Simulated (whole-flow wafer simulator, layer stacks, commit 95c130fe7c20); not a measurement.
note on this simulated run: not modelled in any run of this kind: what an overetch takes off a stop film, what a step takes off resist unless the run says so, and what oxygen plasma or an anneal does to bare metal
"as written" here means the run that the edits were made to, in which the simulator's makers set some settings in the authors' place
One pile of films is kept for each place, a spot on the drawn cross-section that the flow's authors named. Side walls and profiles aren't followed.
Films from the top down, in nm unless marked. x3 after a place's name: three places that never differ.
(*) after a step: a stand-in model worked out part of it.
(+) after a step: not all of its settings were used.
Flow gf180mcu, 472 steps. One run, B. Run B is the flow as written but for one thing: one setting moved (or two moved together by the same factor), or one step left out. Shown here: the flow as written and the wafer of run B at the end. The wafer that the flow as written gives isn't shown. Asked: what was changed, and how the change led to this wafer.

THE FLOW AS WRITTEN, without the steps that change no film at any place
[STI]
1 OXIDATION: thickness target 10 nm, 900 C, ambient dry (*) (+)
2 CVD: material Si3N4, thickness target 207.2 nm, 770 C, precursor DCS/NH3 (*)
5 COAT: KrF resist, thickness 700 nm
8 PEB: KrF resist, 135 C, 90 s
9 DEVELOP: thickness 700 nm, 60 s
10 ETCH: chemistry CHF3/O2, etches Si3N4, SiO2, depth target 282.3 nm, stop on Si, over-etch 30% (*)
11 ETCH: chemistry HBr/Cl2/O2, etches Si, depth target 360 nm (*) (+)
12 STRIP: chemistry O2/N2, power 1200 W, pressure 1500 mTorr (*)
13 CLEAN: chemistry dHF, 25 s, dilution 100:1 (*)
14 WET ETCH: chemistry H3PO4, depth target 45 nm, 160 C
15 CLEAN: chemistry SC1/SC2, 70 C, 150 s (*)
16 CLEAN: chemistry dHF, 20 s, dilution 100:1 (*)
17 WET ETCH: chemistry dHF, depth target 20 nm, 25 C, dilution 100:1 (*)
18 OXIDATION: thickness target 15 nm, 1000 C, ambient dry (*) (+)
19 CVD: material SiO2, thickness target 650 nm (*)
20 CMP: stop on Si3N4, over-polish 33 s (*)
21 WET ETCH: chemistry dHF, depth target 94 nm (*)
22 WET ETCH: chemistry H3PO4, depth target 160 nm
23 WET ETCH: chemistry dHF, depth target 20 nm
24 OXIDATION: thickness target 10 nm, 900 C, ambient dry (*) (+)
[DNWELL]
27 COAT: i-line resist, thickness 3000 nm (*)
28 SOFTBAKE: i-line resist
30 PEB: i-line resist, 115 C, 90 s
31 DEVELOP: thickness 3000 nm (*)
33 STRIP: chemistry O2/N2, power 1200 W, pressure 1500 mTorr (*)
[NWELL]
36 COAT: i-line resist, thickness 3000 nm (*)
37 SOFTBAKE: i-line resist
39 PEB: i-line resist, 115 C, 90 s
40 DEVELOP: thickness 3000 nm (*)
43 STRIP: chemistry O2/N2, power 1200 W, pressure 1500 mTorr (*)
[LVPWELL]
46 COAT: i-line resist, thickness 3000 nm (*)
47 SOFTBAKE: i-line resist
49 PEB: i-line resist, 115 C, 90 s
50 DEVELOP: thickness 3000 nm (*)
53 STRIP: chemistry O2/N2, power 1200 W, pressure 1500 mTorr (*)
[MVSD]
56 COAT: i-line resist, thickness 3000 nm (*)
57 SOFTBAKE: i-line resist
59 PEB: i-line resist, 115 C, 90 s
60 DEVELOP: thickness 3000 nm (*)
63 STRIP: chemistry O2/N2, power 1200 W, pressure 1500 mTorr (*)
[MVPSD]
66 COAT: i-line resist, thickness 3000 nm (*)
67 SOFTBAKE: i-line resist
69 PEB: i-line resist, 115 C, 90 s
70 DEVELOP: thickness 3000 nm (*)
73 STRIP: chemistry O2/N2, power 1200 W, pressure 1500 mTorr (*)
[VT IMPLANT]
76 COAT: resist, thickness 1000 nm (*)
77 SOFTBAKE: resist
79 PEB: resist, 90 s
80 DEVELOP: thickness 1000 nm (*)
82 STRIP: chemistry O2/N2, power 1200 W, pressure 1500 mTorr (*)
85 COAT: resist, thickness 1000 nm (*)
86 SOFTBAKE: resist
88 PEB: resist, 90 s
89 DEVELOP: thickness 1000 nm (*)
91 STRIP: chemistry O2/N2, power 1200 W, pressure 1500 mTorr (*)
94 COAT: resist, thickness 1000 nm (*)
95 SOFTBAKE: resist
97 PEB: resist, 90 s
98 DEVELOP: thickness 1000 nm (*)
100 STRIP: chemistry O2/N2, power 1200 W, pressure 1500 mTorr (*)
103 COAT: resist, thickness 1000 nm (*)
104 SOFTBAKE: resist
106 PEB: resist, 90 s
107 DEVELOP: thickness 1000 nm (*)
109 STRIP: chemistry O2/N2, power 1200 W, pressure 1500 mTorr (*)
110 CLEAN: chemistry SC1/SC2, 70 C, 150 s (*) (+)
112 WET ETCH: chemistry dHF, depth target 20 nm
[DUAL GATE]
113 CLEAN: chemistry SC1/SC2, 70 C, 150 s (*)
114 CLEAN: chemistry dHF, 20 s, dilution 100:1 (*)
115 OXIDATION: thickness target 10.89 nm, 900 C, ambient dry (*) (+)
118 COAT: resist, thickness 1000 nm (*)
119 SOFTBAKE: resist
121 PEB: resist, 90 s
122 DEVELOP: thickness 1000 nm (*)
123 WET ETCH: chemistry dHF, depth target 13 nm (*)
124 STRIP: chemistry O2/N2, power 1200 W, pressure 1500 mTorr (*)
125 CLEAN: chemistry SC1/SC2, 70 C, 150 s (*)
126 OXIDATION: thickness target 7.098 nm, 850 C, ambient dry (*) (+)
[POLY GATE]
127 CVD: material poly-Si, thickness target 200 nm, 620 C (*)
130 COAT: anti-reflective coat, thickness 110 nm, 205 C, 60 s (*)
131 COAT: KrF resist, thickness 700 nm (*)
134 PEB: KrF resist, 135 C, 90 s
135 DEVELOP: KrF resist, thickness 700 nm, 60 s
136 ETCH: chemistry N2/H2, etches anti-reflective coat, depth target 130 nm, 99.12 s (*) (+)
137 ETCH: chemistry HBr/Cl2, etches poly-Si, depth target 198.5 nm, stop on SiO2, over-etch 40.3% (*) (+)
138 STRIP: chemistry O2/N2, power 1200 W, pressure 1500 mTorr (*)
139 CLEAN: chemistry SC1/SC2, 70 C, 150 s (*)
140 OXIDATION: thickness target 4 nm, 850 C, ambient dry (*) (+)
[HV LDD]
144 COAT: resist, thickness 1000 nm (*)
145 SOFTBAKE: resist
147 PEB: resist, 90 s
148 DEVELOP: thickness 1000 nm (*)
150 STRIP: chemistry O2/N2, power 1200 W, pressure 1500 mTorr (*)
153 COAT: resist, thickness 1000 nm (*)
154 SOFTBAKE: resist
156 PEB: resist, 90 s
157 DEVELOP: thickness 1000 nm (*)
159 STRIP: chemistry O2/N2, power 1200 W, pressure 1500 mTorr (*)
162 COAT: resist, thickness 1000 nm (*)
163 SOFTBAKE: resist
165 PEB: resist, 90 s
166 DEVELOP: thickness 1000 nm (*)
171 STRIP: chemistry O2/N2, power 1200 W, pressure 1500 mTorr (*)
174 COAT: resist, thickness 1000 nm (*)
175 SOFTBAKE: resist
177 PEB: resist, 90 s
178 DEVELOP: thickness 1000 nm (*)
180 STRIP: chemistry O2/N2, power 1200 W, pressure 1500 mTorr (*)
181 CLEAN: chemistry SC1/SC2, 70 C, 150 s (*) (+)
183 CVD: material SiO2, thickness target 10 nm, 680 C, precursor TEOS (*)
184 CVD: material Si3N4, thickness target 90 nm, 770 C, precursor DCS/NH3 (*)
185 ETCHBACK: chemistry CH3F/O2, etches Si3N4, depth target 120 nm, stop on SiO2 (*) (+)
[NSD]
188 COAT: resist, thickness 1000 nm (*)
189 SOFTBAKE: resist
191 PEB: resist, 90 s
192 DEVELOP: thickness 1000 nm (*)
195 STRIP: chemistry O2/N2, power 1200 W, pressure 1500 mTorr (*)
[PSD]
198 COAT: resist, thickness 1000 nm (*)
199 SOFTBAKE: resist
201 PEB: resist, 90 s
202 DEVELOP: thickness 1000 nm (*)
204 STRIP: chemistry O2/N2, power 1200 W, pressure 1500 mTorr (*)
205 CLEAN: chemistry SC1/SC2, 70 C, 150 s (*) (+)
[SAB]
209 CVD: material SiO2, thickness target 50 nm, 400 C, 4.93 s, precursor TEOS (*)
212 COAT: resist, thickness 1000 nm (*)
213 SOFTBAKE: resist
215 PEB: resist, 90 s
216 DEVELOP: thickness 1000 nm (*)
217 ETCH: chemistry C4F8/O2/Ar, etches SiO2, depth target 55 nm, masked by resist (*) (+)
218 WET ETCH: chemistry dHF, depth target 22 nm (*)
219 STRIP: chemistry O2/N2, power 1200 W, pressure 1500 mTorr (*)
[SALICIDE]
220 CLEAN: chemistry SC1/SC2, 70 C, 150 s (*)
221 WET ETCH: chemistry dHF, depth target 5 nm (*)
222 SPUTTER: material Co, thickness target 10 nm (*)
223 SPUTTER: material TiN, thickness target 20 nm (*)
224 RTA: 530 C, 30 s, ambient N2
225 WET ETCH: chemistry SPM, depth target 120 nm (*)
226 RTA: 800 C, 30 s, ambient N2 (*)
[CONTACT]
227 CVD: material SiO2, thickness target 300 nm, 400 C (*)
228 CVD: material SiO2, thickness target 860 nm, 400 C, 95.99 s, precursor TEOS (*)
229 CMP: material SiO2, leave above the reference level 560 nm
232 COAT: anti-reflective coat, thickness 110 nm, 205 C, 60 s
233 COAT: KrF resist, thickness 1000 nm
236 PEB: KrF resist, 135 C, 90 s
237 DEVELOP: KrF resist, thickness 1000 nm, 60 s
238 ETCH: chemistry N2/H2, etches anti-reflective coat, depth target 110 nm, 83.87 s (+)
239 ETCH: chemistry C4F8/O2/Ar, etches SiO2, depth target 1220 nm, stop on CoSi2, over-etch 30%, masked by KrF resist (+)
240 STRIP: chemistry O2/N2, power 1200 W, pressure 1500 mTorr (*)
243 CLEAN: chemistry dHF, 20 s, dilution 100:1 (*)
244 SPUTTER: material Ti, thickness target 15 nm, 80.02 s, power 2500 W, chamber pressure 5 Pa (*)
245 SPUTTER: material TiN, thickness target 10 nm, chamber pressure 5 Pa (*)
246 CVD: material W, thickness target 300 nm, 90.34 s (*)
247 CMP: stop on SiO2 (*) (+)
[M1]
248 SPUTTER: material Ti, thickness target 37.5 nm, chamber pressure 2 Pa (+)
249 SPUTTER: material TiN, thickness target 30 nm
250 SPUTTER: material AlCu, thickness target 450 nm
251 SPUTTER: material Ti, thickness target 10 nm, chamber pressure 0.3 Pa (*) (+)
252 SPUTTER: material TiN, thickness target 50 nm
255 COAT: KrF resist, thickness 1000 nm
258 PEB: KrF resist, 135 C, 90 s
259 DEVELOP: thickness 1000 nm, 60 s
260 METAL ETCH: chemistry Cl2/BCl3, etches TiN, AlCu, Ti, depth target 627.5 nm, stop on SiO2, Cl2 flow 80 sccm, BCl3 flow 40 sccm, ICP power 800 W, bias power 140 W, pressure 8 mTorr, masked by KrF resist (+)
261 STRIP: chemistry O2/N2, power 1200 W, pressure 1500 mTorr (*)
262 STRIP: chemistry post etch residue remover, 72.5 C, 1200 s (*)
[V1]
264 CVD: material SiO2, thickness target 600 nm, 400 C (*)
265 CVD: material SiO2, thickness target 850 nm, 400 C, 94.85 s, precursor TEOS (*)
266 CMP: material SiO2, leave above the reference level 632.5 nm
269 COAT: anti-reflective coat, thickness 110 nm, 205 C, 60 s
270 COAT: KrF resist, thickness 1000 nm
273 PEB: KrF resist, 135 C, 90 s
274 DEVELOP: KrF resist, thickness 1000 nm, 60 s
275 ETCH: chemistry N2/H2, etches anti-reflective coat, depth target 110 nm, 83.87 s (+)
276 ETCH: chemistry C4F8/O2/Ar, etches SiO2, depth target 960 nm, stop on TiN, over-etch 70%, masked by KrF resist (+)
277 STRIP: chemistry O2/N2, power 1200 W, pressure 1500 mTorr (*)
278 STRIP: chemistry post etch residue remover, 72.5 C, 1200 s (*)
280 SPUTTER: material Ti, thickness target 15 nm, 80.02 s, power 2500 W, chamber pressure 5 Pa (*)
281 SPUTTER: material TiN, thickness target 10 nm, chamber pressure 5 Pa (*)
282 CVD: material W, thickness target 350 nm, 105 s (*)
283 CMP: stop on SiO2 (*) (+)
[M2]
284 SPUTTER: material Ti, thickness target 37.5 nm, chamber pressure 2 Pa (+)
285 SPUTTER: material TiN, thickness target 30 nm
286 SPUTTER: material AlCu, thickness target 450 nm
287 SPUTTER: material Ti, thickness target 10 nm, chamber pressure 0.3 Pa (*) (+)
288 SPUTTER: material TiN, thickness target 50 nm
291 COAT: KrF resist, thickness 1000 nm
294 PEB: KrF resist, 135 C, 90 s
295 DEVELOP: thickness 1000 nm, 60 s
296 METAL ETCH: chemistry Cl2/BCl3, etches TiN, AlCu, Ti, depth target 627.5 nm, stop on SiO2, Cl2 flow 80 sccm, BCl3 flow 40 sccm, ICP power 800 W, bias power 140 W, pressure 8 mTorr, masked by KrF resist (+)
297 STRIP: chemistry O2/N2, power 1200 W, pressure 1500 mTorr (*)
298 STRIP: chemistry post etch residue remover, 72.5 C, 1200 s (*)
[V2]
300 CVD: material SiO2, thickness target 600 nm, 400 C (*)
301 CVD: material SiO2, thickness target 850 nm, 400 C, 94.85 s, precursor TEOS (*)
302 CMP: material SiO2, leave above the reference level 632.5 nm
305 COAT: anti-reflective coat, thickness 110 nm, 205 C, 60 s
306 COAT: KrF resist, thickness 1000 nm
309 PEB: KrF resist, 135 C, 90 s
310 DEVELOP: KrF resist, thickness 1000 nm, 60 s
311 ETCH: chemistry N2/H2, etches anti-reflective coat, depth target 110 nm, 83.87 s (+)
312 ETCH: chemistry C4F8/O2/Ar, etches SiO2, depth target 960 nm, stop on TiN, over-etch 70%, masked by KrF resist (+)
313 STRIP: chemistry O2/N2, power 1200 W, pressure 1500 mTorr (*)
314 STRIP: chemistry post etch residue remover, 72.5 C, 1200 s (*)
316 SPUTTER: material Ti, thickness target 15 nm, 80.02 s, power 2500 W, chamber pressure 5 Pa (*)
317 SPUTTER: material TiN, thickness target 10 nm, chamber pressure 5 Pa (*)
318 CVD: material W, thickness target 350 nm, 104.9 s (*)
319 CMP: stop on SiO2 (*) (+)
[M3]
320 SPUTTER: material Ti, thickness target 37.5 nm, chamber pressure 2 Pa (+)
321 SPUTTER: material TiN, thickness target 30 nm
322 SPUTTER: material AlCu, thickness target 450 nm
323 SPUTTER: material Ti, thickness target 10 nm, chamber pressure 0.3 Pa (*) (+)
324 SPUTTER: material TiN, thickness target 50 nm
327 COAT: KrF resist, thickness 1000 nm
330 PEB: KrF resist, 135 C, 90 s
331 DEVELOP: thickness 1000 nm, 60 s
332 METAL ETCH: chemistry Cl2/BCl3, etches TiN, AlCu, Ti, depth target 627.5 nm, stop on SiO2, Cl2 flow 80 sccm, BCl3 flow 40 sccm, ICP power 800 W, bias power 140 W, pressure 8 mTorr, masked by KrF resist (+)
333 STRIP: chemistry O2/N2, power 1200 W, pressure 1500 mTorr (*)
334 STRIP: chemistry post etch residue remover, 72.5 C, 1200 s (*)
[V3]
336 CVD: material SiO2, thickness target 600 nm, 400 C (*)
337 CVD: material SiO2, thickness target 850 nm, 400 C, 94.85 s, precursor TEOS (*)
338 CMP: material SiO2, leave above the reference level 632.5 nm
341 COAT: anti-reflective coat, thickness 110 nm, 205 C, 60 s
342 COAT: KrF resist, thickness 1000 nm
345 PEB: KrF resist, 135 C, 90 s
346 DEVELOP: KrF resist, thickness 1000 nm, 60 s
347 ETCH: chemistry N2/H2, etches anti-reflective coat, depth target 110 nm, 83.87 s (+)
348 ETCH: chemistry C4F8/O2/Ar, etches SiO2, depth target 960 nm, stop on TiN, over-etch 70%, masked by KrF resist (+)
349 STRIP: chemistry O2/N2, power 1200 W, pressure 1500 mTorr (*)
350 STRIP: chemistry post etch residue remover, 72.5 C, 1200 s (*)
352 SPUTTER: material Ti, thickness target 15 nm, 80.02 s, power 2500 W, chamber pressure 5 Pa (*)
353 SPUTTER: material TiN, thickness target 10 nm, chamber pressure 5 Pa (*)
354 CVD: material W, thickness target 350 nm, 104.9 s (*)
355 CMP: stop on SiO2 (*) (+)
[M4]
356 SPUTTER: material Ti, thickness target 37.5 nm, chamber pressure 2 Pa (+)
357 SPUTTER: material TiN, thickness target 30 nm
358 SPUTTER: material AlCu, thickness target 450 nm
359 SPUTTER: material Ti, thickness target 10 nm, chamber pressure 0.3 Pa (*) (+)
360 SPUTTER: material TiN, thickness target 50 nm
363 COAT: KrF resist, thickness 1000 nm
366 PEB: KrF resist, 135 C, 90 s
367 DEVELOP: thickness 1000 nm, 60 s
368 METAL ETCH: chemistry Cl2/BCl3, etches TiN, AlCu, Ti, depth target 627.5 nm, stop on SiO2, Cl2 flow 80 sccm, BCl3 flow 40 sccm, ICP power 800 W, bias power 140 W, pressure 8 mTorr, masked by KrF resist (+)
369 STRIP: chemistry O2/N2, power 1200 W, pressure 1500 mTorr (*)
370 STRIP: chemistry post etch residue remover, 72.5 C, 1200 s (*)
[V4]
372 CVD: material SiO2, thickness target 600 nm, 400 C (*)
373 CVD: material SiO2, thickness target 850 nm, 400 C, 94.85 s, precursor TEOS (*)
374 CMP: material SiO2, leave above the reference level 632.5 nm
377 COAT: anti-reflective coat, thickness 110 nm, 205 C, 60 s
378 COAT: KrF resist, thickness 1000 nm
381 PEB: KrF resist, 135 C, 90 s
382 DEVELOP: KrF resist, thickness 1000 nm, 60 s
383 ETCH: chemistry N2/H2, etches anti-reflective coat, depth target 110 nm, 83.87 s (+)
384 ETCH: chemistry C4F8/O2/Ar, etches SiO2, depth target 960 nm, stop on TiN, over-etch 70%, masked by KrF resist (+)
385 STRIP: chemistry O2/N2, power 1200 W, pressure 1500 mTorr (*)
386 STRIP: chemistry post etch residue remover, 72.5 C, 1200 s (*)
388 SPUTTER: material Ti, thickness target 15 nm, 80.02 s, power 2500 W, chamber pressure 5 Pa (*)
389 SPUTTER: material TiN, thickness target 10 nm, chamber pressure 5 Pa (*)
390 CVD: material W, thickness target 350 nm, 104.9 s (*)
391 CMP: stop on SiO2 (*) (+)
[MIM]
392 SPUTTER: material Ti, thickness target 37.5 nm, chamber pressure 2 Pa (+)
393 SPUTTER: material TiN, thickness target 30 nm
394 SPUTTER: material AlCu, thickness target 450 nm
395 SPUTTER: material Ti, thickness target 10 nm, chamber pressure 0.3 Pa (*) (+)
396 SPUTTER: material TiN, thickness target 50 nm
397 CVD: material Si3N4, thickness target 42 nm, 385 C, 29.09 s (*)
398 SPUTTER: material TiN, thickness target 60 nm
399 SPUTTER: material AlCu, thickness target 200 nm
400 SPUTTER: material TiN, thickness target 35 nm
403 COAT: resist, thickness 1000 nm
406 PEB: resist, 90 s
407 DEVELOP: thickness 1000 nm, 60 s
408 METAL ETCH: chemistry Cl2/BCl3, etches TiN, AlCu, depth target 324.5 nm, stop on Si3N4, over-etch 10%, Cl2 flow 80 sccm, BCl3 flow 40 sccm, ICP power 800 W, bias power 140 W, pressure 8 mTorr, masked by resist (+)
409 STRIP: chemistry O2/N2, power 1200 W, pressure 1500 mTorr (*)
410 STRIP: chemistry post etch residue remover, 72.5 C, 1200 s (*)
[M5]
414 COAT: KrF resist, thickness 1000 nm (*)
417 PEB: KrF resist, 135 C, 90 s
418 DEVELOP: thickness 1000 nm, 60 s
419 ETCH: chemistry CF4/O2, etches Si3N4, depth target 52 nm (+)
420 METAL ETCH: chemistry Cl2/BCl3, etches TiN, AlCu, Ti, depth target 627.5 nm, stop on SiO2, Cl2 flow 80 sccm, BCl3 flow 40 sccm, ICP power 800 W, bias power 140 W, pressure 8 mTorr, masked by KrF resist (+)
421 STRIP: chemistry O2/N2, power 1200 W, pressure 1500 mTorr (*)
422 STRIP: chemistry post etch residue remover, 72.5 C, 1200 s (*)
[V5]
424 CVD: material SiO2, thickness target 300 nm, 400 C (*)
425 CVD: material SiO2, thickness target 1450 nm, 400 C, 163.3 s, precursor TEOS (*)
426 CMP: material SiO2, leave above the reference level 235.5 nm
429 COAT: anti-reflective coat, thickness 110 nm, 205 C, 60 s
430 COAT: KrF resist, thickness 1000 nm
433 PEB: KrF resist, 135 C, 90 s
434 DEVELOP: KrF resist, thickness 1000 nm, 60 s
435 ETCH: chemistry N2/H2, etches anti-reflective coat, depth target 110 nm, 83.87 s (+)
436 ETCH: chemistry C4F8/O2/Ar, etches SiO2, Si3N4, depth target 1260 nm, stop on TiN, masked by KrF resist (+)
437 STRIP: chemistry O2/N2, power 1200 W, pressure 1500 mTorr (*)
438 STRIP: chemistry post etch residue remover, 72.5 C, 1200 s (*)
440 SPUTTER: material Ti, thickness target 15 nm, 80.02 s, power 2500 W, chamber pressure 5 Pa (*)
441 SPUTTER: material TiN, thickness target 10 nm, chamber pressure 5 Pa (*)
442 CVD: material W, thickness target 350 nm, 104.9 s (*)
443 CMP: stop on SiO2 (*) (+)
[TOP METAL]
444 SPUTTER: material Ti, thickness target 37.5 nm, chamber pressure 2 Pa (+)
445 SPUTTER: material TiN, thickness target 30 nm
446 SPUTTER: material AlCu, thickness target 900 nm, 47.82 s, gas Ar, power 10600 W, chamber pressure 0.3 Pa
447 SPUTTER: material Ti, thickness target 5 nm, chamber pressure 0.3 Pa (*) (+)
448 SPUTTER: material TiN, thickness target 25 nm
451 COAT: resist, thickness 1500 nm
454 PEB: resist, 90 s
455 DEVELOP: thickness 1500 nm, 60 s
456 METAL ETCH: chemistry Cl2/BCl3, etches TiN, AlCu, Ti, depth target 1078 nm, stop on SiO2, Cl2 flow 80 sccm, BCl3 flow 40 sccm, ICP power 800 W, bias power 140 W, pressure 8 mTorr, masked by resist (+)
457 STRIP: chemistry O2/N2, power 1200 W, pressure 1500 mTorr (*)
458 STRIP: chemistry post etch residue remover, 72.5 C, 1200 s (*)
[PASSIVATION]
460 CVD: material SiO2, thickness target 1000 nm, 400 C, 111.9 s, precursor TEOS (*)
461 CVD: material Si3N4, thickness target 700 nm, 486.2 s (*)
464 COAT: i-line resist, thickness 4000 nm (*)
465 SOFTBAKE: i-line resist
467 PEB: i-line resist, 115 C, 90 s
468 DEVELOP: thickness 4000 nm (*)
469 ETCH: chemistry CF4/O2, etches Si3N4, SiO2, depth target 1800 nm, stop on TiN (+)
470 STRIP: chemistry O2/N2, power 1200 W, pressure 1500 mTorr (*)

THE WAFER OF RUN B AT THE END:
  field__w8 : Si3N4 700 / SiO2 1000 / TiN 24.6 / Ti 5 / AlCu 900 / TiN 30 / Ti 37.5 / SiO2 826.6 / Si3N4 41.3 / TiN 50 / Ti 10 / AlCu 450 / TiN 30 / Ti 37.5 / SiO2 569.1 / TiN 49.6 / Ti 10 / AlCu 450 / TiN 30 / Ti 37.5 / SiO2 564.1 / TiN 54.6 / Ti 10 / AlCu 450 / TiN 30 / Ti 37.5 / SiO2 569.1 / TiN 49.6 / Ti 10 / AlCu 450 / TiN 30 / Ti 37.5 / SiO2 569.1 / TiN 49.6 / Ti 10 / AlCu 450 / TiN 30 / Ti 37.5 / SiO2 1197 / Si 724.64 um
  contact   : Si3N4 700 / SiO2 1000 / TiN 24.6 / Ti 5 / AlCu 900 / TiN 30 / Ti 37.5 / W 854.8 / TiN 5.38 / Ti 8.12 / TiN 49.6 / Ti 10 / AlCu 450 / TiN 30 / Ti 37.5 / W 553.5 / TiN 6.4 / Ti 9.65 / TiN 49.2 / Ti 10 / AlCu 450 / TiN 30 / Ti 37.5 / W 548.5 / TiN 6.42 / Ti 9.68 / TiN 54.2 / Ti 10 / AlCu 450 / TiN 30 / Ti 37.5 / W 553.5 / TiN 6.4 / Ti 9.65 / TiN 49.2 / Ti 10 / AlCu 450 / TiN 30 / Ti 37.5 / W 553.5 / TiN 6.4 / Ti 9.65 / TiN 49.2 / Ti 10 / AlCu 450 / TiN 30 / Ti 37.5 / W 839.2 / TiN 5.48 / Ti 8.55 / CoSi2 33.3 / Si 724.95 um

The cause: step 324, SPUTTER: thickness target 55 nm was run, where the flow has thickness target 50 nm.

How the change led to this, step by step:
  324 SPUTTER: material TiN, thickness target 50 nm
      field, field__w1, field__w2 and 108 more: TiN +55 (new film) (as written it would be: TiN +50 (new film))
  332 METAL ETCH: chemistry Cl2/BCl3, etches TiN, AlCu, Ti, depth target 627.5 nm, stop on SiO2, Cl2 flow 80 sccm, BCl3 flow 40 sccm, ICP power 800 W, bias power 140 W, pressure 8 mTorr, masked by KrF resist (+)
      field, field__w1, field__w2 and 103 more: TiN -55 (all of it), Ti -10 (all of it), AlCu -450 (all of it), TiN -30 (all of it), Ti -37.5 (all of it) (as written it would be: TiN -50 (all of it), Ti -10 (all of it), AlCu -450 (all of it), TiN -30 (all of it), Ti -37.5 (all of it))
